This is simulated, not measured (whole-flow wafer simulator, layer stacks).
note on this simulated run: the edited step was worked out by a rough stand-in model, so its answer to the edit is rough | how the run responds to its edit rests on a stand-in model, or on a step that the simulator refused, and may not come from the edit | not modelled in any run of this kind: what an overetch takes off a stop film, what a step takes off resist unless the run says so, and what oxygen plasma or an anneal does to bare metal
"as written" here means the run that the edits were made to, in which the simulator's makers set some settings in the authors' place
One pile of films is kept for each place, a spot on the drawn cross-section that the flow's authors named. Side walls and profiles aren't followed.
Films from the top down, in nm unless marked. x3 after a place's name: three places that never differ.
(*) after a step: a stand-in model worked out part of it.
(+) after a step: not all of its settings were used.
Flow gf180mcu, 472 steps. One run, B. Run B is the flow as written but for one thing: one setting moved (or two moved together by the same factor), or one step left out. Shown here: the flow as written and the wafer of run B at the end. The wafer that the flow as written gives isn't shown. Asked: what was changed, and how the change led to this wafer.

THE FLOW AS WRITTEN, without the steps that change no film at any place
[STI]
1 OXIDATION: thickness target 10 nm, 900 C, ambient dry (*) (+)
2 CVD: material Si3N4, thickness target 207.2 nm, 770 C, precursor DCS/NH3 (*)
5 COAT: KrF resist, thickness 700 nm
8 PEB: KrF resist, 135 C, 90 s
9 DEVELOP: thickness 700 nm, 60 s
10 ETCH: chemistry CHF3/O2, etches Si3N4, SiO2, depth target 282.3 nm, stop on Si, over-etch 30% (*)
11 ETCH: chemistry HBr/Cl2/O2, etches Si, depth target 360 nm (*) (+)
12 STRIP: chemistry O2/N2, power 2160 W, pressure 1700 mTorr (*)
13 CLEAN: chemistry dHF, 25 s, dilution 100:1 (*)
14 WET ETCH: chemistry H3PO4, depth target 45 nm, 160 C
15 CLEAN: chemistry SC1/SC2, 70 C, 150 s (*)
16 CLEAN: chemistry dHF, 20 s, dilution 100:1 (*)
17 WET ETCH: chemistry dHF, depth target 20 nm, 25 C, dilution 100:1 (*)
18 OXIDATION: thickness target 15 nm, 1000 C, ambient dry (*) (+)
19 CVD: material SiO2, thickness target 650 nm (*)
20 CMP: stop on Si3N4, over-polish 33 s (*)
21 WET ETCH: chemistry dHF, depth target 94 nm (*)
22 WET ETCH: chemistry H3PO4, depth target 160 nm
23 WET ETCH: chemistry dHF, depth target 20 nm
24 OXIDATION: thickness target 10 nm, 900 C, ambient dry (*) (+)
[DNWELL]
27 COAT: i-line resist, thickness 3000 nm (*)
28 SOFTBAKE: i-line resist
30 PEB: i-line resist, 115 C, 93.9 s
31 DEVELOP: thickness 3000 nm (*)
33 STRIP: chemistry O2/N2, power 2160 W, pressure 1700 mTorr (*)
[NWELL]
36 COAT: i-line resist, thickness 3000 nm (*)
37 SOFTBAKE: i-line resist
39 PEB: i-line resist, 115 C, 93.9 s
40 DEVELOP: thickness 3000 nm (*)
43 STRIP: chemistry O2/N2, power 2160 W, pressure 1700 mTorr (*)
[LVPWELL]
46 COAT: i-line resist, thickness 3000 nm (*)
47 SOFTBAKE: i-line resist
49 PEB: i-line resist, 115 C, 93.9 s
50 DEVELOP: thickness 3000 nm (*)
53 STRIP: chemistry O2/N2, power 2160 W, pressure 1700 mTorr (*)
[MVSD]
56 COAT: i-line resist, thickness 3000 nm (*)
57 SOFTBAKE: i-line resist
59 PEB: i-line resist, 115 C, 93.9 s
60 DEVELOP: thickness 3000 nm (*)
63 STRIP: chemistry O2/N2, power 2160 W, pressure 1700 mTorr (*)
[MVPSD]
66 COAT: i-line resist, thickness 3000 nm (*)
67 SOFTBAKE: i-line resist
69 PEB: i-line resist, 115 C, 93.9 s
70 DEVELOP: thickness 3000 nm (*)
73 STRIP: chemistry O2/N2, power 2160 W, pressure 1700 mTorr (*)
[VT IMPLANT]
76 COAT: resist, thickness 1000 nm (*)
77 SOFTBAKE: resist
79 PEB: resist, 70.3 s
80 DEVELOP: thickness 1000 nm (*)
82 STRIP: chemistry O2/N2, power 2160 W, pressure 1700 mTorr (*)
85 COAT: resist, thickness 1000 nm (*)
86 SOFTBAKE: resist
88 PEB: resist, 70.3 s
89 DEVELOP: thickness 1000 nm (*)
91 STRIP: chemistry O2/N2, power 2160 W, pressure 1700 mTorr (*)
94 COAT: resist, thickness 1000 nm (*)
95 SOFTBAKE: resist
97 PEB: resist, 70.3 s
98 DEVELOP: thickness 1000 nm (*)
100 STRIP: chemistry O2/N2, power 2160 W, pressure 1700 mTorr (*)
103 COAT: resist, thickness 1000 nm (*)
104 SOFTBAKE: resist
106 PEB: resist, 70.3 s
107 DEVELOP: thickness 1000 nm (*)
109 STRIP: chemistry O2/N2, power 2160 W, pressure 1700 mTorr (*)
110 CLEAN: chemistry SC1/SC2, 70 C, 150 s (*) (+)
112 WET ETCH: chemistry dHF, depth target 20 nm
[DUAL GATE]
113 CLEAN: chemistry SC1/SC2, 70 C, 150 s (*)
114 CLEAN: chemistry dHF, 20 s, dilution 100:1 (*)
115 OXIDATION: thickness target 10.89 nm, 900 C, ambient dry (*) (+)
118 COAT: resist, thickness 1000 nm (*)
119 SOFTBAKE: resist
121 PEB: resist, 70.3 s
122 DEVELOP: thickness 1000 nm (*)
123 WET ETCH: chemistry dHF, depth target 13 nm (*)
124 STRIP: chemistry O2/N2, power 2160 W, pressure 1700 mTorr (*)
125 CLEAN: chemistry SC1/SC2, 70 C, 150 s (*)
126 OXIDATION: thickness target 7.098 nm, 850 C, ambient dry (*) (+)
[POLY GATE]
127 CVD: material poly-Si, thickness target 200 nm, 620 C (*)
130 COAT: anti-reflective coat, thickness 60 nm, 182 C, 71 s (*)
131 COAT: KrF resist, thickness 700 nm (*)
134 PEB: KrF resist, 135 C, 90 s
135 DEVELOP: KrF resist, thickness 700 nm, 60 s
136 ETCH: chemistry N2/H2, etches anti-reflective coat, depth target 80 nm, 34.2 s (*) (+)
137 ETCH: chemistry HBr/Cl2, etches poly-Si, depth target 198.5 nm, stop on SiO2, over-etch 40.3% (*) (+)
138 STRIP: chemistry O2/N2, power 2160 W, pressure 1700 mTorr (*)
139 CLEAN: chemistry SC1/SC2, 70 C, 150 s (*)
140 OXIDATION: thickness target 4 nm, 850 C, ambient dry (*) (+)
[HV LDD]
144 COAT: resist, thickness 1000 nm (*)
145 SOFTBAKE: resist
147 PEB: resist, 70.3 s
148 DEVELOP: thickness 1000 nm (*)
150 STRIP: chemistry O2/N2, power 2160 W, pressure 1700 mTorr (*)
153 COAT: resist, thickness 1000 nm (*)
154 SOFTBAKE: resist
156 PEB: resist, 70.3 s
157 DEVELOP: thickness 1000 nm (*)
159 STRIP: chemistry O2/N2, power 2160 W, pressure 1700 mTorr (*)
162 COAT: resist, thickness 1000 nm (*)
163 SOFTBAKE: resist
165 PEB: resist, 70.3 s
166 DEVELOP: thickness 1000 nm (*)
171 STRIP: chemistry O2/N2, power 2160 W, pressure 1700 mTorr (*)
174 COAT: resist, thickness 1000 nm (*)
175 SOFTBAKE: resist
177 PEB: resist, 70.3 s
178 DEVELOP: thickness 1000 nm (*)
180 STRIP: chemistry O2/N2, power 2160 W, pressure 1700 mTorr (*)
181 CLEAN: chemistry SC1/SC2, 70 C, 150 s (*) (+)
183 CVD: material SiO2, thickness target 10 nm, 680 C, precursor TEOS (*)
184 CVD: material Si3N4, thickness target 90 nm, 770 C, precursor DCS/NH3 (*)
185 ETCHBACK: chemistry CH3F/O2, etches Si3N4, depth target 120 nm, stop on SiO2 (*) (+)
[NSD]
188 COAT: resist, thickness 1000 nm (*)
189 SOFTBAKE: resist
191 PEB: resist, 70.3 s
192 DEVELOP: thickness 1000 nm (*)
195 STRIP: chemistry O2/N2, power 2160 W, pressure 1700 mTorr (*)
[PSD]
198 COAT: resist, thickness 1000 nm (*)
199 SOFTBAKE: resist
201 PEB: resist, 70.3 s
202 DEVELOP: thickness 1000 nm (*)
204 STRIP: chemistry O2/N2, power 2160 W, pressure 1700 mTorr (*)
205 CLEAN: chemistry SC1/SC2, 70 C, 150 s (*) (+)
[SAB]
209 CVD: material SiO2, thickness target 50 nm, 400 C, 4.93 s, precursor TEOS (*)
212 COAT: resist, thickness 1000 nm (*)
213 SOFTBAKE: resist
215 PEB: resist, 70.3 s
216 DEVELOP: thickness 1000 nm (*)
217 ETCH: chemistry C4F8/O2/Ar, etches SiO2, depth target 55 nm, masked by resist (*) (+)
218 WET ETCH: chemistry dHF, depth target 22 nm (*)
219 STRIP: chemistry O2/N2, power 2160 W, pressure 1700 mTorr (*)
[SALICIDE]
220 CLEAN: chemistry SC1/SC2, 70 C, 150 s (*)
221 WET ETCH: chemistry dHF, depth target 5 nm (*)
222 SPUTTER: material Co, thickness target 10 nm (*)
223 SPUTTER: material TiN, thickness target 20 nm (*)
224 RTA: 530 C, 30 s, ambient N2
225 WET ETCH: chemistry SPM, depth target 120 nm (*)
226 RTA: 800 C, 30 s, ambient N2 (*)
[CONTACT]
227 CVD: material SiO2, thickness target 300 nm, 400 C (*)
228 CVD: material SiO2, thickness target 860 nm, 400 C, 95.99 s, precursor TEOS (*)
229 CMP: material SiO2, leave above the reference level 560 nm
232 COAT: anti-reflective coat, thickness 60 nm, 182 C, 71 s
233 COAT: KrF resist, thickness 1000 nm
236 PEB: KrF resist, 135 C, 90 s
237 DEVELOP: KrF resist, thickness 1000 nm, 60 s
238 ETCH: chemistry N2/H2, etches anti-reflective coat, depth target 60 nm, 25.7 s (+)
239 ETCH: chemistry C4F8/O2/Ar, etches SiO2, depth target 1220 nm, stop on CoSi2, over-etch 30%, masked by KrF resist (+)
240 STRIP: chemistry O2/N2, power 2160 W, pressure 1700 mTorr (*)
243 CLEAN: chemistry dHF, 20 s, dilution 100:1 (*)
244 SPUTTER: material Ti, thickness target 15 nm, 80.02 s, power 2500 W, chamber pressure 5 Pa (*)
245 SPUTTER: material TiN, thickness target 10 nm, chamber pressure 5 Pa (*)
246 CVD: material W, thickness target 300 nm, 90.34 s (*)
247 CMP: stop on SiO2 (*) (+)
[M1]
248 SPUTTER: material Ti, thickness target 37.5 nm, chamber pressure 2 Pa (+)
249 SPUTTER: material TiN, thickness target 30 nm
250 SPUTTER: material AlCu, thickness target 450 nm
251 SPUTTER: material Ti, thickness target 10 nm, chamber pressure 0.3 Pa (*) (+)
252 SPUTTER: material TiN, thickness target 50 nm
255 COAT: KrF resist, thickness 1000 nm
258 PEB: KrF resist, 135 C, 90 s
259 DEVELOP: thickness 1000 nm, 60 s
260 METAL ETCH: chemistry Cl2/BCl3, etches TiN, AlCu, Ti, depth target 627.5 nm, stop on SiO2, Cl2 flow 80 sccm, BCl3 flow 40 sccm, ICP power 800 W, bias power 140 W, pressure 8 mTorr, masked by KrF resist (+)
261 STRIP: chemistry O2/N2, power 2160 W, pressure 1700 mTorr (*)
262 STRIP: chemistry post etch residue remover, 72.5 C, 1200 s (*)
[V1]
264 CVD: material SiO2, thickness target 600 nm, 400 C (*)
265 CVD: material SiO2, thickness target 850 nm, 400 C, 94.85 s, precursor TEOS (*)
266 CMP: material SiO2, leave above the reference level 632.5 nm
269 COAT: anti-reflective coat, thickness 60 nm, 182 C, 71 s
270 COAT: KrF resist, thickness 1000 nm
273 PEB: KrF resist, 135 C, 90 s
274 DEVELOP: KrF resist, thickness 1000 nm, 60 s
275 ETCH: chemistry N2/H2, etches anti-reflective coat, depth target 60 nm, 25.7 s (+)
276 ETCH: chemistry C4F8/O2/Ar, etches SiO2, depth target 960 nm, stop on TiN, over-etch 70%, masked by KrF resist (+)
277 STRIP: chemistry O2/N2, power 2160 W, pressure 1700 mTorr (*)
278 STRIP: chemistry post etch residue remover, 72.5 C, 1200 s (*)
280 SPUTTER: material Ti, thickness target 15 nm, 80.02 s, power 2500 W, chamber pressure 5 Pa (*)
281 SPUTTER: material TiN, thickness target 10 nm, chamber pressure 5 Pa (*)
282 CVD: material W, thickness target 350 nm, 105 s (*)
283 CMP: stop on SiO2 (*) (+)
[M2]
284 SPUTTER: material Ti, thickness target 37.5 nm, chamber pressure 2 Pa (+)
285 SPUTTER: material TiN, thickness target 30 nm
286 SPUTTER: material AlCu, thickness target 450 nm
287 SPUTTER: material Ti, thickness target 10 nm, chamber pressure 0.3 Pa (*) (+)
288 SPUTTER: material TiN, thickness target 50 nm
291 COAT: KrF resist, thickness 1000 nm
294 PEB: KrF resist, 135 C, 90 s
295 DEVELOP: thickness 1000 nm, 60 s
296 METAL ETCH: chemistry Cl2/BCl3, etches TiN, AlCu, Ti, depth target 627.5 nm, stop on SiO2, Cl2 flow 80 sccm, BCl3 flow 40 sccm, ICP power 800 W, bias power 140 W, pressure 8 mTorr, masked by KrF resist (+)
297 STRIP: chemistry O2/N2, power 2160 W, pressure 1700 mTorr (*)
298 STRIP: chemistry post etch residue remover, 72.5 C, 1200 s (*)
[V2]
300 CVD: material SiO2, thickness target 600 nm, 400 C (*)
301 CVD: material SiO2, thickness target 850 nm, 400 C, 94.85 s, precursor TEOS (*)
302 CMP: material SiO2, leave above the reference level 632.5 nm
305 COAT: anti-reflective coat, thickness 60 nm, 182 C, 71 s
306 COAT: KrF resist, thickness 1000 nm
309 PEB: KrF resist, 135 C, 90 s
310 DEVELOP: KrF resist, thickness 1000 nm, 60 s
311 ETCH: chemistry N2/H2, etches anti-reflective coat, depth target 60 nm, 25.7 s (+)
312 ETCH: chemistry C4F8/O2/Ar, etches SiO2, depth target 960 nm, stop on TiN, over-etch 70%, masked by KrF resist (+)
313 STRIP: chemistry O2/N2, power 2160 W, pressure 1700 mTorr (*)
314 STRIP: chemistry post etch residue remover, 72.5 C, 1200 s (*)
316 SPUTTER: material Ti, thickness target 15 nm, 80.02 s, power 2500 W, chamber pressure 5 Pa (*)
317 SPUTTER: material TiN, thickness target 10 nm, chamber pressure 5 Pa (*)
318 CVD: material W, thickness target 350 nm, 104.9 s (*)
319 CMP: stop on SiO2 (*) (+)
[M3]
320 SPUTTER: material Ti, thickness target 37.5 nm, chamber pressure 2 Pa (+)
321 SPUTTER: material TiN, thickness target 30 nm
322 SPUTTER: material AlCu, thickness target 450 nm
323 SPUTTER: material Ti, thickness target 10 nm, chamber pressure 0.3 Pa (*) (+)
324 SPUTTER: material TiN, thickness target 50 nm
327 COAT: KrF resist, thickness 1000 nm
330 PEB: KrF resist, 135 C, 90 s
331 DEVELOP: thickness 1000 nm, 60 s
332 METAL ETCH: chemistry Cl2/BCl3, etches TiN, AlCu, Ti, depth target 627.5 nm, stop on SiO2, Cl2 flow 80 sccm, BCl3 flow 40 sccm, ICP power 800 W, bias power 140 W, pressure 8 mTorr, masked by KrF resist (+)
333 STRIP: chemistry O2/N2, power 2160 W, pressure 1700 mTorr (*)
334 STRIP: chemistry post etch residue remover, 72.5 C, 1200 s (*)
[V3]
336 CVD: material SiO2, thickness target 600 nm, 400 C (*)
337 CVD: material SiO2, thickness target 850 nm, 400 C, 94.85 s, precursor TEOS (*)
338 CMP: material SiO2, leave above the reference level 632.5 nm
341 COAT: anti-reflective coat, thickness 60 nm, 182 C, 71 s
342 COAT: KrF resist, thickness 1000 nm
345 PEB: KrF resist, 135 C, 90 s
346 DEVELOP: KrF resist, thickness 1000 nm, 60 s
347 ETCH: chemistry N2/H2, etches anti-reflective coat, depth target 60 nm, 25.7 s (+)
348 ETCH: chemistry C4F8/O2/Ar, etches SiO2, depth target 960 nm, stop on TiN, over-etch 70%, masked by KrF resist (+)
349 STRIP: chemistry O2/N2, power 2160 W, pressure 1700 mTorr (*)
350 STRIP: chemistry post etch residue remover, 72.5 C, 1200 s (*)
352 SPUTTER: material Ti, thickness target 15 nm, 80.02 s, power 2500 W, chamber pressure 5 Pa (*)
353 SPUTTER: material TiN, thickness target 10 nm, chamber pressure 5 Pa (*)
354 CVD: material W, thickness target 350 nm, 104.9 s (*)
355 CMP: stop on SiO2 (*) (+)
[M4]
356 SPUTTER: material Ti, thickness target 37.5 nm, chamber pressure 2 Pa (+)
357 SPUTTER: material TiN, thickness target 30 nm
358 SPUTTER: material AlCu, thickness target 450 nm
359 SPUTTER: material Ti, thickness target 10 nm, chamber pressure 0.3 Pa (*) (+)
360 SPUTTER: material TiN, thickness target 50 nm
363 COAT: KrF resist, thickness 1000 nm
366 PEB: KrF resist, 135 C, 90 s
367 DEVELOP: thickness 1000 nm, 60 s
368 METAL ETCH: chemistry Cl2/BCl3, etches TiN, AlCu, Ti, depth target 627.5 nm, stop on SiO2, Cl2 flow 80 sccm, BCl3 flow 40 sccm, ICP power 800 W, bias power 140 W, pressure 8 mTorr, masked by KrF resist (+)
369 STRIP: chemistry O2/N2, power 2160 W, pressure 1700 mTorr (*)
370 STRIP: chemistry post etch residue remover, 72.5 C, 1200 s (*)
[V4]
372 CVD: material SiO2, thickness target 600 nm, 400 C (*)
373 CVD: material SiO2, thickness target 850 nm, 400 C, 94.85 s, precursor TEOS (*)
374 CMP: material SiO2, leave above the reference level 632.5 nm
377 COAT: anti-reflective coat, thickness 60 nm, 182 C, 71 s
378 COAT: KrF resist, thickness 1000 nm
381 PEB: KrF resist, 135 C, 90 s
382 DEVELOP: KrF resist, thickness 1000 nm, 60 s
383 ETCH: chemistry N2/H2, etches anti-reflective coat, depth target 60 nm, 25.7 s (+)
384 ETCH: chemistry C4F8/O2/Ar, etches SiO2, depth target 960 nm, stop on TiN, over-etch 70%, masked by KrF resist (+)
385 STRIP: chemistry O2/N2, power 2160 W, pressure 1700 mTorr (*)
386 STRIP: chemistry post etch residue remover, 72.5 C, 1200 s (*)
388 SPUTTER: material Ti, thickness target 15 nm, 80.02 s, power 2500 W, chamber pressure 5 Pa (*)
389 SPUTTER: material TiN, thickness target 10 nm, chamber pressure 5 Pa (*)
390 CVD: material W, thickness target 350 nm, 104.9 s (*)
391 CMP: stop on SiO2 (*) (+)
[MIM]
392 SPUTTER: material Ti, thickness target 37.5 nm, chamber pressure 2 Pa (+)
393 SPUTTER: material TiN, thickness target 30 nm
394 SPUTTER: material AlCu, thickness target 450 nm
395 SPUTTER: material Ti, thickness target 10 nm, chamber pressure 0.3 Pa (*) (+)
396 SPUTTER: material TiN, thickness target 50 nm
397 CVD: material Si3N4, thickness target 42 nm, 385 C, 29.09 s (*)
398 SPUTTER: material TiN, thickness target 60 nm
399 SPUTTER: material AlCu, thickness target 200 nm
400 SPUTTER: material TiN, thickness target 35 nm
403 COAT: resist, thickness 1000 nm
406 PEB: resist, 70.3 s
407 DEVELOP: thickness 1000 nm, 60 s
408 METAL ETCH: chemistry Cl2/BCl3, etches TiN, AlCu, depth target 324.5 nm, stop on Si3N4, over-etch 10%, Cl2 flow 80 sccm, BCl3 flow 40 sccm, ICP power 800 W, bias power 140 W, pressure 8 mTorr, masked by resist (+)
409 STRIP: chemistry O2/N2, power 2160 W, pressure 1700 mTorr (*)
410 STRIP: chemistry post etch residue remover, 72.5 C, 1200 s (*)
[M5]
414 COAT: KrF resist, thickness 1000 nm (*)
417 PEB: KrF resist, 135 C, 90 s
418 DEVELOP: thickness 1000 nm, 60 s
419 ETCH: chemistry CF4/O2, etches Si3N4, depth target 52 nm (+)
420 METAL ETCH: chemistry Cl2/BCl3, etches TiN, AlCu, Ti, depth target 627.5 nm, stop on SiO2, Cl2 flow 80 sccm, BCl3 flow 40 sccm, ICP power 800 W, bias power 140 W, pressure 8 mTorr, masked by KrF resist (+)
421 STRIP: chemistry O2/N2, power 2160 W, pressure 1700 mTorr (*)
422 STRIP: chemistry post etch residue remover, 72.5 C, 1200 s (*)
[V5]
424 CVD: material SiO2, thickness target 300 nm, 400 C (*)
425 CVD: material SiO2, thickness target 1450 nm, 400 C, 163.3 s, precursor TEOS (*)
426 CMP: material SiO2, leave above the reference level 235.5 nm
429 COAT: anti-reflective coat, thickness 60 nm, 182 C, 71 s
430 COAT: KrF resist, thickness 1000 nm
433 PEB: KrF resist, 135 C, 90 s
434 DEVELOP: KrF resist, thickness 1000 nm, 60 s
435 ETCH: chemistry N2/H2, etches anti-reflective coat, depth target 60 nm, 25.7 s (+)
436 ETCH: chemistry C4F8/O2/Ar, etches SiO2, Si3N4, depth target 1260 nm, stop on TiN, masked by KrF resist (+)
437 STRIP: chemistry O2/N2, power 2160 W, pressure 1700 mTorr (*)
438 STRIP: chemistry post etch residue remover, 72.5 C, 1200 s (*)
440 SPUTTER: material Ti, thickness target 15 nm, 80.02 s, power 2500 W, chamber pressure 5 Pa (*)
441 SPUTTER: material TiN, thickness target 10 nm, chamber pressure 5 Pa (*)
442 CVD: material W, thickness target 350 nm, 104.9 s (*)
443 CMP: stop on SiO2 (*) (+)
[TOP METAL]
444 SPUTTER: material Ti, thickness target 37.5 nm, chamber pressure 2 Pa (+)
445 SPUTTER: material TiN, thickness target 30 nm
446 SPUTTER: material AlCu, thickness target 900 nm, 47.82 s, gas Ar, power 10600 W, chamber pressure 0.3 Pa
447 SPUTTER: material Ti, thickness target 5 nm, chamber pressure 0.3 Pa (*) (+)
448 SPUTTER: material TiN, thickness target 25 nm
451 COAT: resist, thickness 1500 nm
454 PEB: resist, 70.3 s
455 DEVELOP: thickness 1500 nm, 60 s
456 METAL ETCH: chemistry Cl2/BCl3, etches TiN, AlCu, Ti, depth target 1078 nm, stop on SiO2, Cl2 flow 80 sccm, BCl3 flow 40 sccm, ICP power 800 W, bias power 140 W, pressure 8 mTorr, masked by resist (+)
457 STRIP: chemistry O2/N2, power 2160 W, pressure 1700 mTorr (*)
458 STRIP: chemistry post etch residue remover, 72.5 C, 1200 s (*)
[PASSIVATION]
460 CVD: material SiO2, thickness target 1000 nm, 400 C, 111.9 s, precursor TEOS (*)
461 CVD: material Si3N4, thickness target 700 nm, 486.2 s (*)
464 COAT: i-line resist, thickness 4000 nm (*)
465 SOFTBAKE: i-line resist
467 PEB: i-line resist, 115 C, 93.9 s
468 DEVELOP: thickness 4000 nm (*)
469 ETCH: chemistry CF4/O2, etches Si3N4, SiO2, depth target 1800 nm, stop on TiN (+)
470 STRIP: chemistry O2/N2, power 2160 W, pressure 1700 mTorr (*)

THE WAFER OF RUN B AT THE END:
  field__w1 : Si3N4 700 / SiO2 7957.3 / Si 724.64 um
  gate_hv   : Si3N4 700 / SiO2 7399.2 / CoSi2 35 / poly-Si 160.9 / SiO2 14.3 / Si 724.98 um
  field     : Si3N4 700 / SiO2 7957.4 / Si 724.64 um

The cause: step 460, CVD: thickness target 725 nm was run, where the flow has thickness target 1000 nm; step 460, CVD: 81.16 s was run, where the flow has 111.9 s.

How the change led to this, step by step:
  460 CVD: material SiO2, thickness target 1000 nm, 400 C, 111.9 s, precursor TEOS (*)
      field, field__w1, field__w2 and 103 more: SiO2 +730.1 (as written it would be: SiO2 +1000)
      field__w8, contact, m1, m1__w1, pad, m1_nw: SiO2 +730.1 (new film) (as written it would be: SiO2 +1000 (new film))
  465 SOFTBAKE: i-line resist
      gate: i-line resist -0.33 (as written it would be: i-line resist +1.79)
      ld_acc_p, ld_fp_p, ld_drift_p: i-line resist +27 (as written it would be: i-line resist +33.8)
      (and at 57 more places)
  469 ETCH: chemistry CF4/O2, etches Si3N4, SiO2, depth target 1800 nm, stop on TiN (+)
      pad: Si3N4 -700 (all of it), SiO2 -730.1 (all of it) (as written it would be: Si3N4 -700 (all of it), SiO2 -1000 (all of it))
